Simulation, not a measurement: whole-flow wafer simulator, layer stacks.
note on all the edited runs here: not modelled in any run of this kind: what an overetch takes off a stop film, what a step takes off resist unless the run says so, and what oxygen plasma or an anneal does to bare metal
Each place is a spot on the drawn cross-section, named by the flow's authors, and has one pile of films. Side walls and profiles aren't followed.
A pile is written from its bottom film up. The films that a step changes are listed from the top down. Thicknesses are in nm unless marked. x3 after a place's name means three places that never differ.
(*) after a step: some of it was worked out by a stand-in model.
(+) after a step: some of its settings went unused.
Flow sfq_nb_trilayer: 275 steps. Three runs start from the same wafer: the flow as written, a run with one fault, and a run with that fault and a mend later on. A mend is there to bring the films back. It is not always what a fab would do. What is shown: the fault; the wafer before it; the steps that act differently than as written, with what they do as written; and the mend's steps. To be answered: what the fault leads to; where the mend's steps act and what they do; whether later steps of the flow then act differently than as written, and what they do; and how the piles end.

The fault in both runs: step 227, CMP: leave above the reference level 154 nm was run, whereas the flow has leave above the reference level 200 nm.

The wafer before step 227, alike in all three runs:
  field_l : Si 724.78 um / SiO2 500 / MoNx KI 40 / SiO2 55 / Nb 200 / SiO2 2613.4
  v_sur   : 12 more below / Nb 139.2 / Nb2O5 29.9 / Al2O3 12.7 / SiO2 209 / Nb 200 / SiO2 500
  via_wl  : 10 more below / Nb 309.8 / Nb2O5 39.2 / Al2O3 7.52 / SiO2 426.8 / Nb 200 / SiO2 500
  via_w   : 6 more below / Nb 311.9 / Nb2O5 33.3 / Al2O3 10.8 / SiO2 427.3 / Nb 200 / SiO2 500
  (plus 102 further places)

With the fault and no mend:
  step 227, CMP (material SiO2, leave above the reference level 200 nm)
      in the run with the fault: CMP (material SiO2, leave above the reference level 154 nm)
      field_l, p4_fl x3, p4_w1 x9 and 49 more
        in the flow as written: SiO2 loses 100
        in the run with the fault: SiO2 loses 146
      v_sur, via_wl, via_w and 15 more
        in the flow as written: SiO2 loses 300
        in the run with the fault: SiO2 loses 346
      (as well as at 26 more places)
  Steps further on in the flow that do not act as written (4 more steps, not shown, differ only slightly: by at most 2% or 0.5 nm, whichever is larger):
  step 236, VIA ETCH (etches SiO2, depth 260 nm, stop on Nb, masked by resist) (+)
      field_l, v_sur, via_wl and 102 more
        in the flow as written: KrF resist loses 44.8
        in the run with the fault: KrF resist loses 39.8
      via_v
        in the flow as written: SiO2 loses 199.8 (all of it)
        in the run with the fault: SiO2 loses 153.8 (all of it)
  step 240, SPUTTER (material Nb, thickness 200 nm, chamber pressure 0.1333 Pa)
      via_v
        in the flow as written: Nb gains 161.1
        in the run with the fault: Nb gains 172.2
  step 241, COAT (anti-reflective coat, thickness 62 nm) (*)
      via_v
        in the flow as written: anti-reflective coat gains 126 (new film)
        in the run with the fault: anti-reflective coat gains 114.3 (new film)
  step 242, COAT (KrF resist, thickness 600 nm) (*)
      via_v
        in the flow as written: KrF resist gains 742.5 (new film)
        in the run with the fault: KrF resist gains 704.5 (new film)
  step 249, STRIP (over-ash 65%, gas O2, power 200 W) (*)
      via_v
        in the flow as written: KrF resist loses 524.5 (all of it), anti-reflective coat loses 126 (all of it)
        in the run with the fault: KrF resist loses 486.6 (all of it), anti-reflective coat loses 114.3 (all of it)
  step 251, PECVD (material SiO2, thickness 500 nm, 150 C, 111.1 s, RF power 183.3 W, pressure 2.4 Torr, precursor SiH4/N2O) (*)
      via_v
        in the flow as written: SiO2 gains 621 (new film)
        in the run with the fault: SiO2 gains 537.8 (new film)
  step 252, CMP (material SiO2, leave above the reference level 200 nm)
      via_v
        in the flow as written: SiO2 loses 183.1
        in the run with the fault: SiO2 loses 157.1
  The piles end different from the flow's at v_sur, via_wl, via_w and 80 more by more than 2% or 0.5 nm, whichever is larger.
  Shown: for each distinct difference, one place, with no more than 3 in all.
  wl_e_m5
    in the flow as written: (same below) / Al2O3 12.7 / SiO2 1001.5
    in the run with the fault: (same below) / Al2O3 12.7 / SiO2 955.5
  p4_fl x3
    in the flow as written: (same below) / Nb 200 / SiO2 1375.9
    in the run with the fault: (same below) / Nb 200 / SiO2 1329.9
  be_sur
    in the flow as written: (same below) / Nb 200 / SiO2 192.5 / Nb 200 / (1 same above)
    in the run with the fault: (same below) / Nb 200 / SiO2 146.5 / Nb 200 / (1 same above)

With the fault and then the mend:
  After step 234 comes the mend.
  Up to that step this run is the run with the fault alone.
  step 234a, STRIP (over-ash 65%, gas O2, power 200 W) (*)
      field_l, v_sur, via_wl and 102 more
        KrF resist loses 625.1 (all of it), anti-reflective coat loses 62 (all of it)
      via_v
        anti-reflective coat loses 62 (all of it)
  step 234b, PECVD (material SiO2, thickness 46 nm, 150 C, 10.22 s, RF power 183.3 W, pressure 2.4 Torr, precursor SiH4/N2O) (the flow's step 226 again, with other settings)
      field_l, v_sur, via_wl and 103 more
        SiO2 gains 46
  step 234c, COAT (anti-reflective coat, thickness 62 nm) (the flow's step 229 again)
      field_l, v_sur, via_wl and 103 more
        anti-reflective coat gains 62 (new film)
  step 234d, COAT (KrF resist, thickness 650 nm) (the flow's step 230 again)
      field_l, v_sur, via_wl and 103 more
        KrF resist gains 650 (new film)
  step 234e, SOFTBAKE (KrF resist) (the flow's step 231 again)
      leaves every film unchanged at each place that is followed
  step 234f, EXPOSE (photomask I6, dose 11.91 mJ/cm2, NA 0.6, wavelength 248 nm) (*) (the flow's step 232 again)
      leaves every film unchanged at each place that is followed
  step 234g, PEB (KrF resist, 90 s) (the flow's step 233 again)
      field_l, v_sur, via_wl and 103 more
        KrF resist loses 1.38
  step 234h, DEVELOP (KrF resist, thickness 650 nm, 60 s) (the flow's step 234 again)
      field_l, v_sur, via_wl and 102 more
        KrF resist loses 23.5
      via_v
        KrF resist loses 648.6 (all of it)
  None of the later steps of the flow differs from how it acts as written, at any place that is followed, by more than 2% or 0.5 nm, whichever is larger.
  At every place that both follow, the piles at the end match the flow's.
